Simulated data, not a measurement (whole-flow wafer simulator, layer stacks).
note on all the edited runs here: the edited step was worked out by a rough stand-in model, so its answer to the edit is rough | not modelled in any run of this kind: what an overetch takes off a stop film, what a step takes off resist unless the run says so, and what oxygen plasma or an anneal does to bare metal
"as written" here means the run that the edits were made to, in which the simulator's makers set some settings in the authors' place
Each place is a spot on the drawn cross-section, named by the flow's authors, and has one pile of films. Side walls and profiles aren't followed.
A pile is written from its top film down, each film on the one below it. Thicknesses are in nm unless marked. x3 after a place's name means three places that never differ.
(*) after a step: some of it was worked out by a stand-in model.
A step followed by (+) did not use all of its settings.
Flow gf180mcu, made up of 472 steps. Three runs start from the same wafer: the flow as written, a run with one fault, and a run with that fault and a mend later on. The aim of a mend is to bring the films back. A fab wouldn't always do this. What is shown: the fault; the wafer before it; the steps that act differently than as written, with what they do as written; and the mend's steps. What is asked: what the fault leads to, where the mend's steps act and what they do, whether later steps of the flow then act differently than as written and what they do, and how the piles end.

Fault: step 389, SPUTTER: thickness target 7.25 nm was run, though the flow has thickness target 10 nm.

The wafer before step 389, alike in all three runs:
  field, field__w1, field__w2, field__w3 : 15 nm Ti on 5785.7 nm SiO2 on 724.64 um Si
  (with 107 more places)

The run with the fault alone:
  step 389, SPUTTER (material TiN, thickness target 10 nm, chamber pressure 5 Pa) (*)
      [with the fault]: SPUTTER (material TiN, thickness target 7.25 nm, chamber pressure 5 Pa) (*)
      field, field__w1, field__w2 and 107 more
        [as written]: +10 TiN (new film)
        [with the fault]: +7.25 TiN (new film)
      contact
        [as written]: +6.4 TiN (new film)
        [with the fault]: +4.65 TiN (new film)
  Steps later in the flow that act otherwise than as written (not shown: 1 more step that differs only slightly, by at most 2% or 0.5 nm, whichever is larger):
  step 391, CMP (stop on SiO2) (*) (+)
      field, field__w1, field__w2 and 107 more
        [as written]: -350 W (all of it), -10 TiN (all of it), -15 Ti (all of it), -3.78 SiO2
        [with the fault]: -350 W (all of it), -7.25 TiN (all of it), -15 Ti (all of it), -3.76 SiO2
  The piles end different from the flow's at contact by more than 2% or 0.5 nm, whichever is larger.
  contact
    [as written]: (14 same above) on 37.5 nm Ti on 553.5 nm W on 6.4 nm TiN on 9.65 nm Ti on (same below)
    [with the fault]: (14 same above) on 37.5 nm Ti on 555.3 nm W on 4.65 nm TiN on 9.65 nm Ti on (same below)

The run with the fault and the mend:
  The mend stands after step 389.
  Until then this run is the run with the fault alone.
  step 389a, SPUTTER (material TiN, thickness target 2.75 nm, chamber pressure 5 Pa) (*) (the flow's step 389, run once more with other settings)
      field, field__w1, field__w2 and 107 more
        +2.75 TiN
      contact
        +1.76 TiN
  Every later step of the flow that is run acts as written at every place that is followed.
  At every place that both follow, the piles at the end match the flow's.
